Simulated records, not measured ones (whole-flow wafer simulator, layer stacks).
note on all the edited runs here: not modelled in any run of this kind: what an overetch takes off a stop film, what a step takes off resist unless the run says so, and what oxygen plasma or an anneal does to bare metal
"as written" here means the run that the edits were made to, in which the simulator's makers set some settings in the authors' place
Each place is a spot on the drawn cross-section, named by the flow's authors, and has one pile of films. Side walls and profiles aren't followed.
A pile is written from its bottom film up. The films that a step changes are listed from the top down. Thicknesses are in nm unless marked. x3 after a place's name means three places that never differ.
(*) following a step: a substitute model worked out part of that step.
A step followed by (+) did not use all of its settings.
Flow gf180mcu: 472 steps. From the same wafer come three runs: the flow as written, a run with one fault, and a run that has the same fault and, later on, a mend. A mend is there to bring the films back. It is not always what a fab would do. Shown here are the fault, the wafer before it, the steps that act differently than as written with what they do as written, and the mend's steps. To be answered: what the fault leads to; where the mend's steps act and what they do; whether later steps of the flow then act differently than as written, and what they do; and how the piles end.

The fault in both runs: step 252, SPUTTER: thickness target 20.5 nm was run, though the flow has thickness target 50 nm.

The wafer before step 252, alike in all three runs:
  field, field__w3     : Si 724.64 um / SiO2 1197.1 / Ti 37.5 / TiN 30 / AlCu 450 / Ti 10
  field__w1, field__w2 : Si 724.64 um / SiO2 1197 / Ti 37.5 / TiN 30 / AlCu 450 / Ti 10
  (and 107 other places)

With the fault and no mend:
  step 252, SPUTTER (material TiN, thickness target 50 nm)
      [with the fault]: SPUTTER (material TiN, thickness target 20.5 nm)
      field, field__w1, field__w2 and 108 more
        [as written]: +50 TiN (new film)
        [with the fault]: +20.5 TiN (new film)
  Steps further on in the flow that do not act as written (not shown: 2 more steps that differ only slightly, by at most 2% or 0.5 nm, whichever is larger):
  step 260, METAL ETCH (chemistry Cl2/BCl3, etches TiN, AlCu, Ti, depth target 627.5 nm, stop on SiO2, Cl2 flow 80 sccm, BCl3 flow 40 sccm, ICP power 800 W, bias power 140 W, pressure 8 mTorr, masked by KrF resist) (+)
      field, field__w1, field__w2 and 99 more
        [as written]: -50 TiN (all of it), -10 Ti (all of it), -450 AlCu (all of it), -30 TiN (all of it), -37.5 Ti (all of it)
        [with the fault]: -20.5 TiN (all of it), -10 Ti (all of it), -450 AlCu (all of it), -30 TiN (all of it), -37.5 Ti (all of it)
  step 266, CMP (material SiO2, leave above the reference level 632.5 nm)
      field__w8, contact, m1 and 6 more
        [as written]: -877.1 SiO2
        [with the fault]: -847.6 SiO2
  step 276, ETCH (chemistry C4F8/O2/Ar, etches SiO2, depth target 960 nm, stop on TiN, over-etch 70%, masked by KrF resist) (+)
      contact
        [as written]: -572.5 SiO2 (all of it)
        [with the fault]: -602 SiO2 (all of it)
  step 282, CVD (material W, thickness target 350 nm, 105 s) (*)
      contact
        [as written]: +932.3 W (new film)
        [with the fault]: +962.1 W (new film)
  At field__w8, contact, m1 and 6 more, the piles at the end differ from the flow's by more than 2% or 0.5 nm, whichever is larger.
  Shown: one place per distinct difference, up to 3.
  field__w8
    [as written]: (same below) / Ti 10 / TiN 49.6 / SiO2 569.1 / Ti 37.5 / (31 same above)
    [with the fault]: (same below) / Ti 10 / TiN 20.1 / SiO2 598.6 / Ti 37.5 / (31 same above)
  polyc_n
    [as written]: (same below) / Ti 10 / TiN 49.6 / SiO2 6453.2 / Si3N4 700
    [with the fault]: (same below) / Ti 10 / TiN 20.1 / SiO2 6482.7 / Si3N4 700
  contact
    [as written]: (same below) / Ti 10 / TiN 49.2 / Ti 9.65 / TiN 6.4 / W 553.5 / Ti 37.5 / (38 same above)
    [with the fault]: (same below) / Ti 10 / TiN 19.7 / Ti 9.49 / TiN 6.29 / W 583.3 / Ti 37.5 / (38 same above)

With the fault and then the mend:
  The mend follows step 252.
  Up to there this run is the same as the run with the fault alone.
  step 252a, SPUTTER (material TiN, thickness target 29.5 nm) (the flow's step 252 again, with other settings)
      field, field__w1, field__w2 and 108 more
        +29.5 TiN
  Later steps of the flow that are run all act as written at every place that is followed.
  The piles end the same as the flow's at every place that both follow.
